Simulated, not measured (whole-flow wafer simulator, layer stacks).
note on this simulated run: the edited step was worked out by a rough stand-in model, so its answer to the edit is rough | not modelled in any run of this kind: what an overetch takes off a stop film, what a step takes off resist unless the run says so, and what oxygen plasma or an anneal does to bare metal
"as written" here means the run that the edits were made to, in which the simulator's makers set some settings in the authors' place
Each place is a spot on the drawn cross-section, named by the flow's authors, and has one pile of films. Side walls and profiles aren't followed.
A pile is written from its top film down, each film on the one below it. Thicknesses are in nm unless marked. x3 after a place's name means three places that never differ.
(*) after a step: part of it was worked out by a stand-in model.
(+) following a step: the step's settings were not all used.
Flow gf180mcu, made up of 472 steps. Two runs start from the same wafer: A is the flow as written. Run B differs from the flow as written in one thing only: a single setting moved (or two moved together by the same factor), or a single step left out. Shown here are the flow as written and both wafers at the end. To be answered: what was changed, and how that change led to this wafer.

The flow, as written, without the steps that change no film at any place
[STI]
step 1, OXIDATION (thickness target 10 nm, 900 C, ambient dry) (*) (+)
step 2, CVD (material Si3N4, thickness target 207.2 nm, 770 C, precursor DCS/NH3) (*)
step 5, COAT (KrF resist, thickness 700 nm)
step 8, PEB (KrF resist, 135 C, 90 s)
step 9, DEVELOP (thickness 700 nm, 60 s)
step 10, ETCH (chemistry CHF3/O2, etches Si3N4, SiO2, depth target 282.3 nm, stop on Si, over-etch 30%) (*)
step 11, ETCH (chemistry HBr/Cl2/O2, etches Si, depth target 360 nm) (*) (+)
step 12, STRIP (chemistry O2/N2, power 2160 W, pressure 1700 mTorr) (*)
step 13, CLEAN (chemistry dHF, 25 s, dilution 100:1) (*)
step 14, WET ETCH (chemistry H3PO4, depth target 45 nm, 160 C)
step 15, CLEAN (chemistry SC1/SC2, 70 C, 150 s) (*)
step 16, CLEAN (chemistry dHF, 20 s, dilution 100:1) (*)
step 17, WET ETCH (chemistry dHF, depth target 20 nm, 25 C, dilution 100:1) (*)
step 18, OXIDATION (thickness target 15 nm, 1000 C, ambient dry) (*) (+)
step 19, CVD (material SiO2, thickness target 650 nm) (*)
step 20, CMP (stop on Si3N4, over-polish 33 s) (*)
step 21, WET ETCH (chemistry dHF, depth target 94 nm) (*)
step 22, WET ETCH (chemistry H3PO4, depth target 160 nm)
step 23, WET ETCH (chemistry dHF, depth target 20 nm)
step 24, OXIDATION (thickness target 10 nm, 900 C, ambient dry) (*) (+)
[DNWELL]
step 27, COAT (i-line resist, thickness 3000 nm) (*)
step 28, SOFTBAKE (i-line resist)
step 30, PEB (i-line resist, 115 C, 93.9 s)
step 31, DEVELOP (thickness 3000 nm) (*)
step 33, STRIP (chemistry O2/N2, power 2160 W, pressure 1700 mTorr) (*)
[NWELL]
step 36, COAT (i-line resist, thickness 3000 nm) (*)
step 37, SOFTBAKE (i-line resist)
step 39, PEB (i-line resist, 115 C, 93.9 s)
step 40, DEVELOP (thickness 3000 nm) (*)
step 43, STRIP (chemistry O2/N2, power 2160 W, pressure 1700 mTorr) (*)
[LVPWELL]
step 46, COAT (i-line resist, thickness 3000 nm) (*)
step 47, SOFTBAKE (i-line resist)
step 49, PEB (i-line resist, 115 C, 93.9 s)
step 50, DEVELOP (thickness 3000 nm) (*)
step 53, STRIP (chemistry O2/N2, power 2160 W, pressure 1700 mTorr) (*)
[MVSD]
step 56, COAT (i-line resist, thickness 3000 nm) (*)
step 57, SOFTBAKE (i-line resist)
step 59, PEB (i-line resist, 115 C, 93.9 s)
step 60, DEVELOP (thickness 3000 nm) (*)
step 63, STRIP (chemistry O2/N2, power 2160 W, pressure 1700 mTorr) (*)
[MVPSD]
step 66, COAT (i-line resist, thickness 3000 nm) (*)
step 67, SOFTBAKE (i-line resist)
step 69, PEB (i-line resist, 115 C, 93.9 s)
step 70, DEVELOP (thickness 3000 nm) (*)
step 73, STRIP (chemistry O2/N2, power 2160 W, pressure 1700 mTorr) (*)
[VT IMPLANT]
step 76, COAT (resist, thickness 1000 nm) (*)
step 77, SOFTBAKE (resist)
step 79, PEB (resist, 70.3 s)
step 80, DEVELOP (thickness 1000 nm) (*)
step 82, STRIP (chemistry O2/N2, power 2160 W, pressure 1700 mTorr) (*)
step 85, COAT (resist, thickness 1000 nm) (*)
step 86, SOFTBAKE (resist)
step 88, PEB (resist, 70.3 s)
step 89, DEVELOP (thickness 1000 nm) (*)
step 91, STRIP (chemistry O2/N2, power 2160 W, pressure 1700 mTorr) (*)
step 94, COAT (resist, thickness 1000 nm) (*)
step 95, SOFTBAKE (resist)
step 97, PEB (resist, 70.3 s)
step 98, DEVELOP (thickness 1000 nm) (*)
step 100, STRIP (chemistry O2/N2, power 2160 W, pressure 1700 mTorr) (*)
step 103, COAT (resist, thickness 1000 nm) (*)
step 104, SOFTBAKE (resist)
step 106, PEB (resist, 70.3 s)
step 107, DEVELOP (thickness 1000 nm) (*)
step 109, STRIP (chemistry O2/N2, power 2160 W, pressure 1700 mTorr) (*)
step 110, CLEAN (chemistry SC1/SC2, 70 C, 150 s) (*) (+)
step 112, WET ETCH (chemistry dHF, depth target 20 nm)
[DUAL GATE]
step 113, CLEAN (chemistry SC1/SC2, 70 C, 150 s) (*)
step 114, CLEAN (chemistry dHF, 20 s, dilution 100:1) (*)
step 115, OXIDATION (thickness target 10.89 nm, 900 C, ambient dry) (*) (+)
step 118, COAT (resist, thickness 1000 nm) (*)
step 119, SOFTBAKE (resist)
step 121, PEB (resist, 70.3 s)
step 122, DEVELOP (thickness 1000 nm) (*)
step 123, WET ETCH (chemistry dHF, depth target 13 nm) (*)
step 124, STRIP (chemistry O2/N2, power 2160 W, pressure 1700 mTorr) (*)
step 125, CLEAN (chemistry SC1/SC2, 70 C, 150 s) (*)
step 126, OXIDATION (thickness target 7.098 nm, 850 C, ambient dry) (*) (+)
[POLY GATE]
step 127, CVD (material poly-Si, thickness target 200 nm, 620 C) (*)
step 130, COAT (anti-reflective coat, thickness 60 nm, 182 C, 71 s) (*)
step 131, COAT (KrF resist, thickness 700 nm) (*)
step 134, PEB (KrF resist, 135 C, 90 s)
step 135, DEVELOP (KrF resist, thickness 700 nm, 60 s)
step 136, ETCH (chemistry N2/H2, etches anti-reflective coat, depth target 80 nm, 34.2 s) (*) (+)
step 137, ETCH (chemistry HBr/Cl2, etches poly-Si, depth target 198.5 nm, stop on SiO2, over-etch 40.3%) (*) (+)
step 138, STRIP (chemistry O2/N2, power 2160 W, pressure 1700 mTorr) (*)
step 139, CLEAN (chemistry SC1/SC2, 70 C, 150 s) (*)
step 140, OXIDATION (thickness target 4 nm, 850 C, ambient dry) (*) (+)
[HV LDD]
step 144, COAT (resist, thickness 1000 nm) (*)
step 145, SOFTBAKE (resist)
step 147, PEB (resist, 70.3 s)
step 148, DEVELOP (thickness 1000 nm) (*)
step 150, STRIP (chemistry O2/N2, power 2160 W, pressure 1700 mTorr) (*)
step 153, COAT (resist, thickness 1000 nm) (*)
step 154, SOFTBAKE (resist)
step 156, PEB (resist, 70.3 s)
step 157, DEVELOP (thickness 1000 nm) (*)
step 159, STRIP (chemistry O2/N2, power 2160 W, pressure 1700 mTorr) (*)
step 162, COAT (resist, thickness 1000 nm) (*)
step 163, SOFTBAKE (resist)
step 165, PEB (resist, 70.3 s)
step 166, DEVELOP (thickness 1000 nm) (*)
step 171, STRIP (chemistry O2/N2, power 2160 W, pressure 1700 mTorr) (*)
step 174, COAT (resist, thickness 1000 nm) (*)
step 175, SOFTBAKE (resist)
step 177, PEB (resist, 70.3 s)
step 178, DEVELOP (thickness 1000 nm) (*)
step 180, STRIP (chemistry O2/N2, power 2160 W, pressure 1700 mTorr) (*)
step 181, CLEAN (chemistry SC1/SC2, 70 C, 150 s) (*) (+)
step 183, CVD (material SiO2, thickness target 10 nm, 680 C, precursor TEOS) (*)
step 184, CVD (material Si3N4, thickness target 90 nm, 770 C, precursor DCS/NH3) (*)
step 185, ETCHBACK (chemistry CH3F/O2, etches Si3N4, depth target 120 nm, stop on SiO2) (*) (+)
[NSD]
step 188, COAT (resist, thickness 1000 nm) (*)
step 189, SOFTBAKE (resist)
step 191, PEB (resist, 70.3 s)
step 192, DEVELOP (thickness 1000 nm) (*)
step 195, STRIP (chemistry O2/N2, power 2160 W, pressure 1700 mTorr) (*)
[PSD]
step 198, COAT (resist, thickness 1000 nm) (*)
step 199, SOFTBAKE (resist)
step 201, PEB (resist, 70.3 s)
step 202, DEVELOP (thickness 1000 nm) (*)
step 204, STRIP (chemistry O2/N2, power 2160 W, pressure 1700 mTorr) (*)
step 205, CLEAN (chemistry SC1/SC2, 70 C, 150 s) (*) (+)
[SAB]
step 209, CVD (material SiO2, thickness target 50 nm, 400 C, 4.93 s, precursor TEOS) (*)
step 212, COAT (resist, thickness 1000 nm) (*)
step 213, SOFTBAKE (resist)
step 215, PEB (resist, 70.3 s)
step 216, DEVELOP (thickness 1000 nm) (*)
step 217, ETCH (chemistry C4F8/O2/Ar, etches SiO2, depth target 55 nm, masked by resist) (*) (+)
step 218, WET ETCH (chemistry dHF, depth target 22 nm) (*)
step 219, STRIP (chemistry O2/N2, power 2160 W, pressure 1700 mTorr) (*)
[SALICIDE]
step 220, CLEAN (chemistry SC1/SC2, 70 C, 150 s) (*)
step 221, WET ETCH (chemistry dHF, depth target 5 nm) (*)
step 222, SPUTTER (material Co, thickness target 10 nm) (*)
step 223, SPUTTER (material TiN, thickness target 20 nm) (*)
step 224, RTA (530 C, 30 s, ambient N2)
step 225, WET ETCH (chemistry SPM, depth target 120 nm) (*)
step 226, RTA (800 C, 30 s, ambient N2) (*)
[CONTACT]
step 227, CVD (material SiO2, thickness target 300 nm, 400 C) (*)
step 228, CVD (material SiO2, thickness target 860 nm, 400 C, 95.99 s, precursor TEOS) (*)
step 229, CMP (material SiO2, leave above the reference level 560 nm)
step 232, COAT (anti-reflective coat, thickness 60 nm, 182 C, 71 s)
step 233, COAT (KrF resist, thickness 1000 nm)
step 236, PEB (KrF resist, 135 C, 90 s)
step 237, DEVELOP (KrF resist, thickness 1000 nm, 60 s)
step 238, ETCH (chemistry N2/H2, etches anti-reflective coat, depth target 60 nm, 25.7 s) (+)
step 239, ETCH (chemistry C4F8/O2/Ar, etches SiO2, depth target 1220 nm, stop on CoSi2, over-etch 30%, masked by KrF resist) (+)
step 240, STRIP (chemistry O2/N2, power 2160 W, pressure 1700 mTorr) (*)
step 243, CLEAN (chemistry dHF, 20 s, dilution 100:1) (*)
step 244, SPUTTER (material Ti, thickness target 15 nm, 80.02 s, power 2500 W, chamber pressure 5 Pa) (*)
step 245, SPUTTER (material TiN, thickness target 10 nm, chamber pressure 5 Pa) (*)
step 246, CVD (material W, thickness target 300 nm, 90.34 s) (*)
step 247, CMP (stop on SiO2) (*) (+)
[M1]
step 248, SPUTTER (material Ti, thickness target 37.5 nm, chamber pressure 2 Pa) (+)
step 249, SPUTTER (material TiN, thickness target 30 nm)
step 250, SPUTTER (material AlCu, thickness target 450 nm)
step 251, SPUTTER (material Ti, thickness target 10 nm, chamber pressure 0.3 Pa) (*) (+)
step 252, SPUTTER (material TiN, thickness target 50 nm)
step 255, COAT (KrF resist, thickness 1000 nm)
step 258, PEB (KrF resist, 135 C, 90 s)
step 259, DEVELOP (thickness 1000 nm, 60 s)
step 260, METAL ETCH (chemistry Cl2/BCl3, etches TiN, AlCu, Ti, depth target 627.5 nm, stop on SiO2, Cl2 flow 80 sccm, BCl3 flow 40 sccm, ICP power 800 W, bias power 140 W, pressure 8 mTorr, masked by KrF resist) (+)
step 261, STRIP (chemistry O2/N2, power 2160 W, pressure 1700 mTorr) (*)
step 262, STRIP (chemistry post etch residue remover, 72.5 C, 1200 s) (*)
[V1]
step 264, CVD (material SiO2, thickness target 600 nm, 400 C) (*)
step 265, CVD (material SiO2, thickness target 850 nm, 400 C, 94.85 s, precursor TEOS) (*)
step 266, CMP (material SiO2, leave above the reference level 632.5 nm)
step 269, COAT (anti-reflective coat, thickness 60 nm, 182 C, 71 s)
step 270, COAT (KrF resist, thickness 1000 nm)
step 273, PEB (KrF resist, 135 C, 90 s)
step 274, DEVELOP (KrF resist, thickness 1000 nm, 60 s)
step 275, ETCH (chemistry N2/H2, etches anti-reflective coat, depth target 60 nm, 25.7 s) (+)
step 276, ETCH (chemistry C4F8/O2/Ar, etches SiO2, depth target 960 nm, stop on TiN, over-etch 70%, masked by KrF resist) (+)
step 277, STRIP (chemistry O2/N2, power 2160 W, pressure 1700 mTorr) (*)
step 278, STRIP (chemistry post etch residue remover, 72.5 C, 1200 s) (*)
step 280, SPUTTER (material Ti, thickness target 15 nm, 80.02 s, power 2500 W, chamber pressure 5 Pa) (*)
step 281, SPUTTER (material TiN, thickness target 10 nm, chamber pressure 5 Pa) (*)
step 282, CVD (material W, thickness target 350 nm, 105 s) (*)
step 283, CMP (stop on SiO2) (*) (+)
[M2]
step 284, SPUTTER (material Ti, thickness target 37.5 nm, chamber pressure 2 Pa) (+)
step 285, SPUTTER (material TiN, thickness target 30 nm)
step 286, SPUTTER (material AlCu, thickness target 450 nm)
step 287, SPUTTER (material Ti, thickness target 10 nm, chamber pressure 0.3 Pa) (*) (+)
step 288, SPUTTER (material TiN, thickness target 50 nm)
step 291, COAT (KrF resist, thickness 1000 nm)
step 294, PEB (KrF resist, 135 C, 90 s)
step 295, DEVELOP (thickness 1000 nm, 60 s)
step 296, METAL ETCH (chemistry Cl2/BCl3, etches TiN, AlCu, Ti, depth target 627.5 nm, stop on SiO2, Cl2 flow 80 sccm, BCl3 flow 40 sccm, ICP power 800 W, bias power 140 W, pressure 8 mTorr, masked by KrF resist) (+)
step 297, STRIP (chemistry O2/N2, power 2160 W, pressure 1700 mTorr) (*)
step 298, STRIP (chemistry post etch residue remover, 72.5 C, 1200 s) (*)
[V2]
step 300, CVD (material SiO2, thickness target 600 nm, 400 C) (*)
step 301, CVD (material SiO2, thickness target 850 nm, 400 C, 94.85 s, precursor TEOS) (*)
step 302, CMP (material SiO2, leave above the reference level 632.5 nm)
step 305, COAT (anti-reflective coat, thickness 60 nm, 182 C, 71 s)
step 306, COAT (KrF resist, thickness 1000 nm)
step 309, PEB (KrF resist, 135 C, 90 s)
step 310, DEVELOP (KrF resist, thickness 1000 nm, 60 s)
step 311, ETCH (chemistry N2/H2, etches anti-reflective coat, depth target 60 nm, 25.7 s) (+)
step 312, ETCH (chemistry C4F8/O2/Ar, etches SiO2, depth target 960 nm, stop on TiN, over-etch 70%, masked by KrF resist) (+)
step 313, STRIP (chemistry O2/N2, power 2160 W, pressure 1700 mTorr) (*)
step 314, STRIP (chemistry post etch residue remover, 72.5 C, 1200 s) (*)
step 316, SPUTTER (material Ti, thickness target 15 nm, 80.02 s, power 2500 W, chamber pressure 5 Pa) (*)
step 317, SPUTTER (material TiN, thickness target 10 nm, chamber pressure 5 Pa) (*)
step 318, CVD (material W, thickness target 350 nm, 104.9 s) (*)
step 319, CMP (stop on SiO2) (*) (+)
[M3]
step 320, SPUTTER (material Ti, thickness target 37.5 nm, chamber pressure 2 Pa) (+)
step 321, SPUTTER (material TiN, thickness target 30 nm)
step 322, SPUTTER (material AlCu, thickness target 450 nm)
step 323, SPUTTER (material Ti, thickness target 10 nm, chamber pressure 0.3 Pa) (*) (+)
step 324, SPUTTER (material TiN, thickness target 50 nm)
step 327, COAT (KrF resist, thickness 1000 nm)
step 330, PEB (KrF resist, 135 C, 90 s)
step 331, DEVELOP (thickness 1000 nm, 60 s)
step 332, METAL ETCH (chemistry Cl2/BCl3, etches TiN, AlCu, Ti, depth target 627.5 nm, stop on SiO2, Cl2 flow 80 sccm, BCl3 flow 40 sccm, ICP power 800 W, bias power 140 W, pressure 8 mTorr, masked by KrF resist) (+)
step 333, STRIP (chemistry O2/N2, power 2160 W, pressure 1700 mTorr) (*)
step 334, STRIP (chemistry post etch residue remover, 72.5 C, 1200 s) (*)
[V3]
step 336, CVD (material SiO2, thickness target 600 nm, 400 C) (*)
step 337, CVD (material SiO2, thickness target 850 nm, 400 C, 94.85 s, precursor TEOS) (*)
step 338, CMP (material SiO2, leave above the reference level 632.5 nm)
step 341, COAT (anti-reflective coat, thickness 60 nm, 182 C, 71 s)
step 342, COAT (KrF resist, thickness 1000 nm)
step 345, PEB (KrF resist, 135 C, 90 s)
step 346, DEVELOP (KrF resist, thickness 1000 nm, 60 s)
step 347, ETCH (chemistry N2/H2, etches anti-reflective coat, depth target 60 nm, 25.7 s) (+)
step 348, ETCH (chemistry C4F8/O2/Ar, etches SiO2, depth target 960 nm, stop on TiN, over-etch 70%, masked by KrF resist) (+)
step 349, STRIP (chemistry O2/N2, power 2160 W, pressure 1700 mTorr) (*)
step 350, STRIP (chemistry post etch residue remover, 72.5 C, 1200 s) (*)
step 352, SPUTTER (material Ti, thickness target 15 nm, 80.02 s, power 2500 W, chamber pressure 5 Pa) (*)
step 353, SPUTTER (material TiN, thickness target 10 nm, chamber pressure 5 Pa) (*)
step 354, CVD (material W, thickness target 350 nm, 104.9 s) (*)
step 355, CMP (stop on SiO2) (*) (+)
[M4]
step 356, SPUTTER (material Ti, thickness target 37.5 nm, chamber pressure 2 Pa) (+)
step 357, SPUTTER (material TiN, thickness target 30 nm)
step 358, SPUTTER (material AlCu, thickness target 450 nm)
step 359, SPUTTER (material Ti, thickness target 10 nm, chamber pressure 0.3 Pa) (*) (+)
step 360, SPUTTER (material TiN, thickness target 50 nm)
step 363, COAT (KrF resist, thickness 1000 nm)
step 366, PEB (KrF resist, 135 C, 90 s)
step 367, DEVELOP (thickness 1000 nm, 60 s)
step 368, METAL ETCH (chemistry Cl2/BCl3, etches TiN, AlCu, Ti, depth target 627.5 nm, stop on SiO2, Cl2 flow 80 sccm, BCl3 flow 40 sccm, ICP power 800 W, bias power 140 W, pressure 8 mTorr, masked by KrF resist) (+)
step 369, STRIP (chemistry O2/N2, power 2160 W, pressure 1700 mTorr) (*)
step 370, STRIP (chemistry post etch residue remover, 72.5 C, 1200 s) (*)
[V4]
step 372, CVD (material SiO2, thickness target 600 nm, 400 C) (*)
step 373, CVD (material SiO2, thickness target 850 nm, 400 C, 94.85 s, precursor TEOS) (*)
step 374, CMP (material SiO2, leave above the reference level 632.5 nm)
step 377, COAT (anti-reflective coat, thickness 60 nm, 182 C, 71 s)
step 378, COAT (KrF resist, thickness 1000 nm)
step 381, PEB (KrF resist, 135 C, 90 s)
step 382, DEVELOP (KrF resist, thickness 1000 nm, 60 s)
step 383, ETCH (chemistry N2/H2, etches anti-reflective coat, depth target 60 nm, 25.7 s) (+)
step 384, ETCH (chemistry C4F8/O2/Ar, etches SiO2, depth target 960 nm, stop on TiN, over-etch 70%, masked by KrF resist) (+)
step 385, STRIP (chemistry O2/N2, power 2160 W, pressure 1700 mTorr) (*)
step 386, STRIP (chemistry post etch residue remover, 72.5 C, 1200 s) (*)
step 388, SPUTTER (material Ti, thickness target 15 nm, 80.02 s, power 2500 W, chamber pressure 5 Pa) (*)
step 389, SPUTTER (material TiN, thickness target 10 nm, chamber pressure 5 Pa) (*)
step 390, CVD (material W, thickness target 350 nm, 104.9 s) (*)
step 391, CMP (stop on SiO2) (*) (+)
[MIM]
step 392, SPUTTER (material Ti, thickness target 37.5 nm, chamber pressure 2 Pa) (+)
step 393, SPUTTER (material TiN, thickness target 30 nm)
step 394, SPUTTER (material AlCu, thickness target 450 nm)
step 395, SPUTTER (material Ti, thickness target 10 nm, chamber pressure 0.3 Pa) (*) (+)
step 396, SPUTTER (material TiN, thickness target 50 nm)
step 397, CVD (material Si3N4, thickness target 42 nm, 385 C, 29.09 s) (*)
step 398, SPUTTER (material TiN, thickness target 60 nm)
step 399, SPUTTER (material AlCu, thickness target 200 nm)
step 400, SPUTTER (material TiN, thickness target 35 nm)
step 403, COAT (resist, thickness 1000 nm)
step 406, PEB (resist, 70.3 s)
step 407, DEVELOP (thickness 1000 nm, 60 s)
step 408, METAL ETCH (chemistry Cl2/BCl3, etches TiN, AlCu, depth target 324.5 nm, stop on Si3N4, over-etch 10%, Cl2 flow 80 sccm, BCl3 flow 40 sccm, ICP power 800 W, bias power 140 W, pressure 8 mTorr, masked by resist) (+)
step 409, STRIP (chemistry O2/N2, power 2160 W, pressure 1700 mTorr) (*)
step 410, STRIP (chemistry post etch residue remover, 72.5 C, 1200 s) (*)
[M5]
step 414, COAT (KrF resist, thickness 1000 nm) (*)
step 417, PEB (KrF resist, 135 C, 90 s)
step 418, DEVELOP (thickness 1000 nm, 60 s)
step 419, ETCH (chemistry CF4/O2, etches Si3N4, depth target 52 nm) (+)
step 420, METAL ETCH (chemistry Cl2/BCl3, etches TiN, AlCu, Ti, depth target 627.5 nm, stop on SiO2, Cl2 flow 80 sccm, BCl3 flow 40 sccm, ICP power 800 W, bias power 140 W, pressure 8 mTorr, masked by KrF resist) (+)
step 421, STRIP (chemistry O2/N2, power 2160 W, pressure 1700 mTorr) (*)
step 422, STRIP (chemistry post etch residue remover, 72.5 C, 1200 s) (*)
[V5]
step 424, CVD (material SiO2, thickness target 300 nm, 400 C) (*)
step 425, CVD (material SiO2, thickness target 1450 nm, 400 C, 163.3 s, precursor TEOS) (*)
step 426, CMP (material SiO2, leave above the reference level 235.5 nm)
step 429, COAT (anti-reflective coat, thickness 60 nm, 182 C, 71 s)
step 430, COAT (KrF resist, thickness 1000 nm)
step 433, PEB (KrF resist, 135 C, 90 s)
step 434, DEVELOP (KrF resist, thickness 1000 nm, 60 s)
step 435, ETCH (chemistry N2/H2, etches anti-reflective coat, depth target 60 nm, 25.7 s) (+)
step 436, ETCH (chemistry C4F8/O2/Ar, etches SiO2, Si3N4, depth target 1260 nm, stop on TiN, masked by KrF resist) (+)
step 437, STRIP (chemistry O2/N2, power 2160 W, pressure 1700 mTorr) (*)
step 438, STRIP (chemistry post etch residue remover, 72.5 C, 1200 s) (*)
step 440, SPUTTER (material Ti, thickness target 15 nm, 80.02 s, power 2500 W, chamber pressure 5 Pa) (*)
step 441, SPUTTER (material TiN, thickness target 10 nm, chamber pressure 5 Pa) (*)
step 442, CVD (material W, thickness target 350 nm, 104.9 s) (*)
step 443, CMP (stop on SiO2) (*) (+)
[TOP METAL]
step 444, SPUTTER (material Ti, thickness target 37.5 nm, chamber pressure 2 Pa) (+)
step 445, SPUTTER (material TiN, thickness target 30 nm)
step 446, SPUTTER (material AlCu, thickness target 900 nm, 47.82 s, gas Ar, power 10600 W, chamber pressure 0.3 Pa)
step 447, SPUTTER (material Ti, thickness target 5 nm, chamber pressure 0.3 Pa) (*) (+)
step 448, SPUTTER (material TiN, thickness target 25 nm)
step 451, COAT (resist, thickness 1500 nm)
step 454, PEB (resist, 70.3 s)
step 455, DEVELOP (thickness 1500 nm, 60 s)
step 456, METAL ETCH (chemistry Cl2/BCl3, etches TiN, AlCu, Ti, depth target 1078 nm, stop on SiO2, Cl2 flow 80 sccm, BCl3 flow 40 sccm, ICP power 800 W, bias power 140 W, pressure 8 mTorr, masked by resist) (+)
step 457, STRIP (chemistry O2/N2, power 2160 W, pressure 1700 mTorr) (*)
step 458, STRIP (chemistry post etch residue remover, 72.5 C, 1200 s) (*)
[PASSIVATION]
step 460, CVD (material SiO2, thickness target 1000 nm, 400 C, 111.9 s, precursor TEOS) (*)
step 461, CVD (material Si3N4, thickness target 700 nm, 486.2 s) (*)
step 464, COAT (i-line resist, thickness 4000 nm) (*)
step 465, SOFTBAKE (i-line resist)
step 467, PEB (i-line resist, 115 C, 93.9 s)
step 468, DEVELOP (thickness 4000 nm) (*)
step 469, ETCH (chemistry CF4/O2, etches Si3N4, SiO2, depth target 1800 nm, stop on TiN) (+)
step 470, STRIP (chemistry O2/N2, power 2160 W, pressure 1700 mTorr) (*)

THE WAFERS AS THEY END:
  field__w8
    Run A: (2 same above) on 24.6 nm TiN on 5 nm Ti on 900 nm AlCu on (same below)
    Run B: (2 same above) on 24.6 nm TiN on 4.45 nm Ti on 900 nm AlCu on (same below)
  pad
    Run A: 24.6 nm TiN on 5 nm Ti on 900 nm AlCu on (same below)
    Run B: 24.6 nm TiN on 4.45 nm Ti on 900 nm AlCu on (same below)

What caused this: step 447, SPUTTER: thickness target 4.45 nm was run, while the flow as written has thickness target 5 nm.
The wafer itself shows it: field__w8 has Ti 4.45, and step 447 as written asks for 5 nm.

The path from the change to this, step by step:
  step 447, SPUTTER (material Ti, thickness target 5 nm, chamber pressure 0.3 Pa) (*) (+)
      field, field__w1, field__w2 and 109 more: A Ti gains 5 (new film) | B Ti gains 4.45 (new film)
  step 456, METAL ETCH (chemistry Cl2/BCl3, etches TiN, AlCu, Ti, depth target 1078 nm, stop on SiO2, Cl2 flow 80 sccm, BCl3 flow 40 sccm, ICP power 800 W, bias power 140 W, pressure 8 mTorr, masked by resist) (+)
      field, field__w1, field__w2 and 103 more: A TiN loses 25 (all of it), Ti loses 5 (all of it), AlCu loses 900 (all of it), TiN loses 30 (all of it), Ti loses 37.5 (all of it) | B TiN loses 25 (all of it), Ti loses 4.45 (all of it), AlCu loses 900 (all of it), TiN loses 30 (all of it), Ti loses 37.5 (all of it)
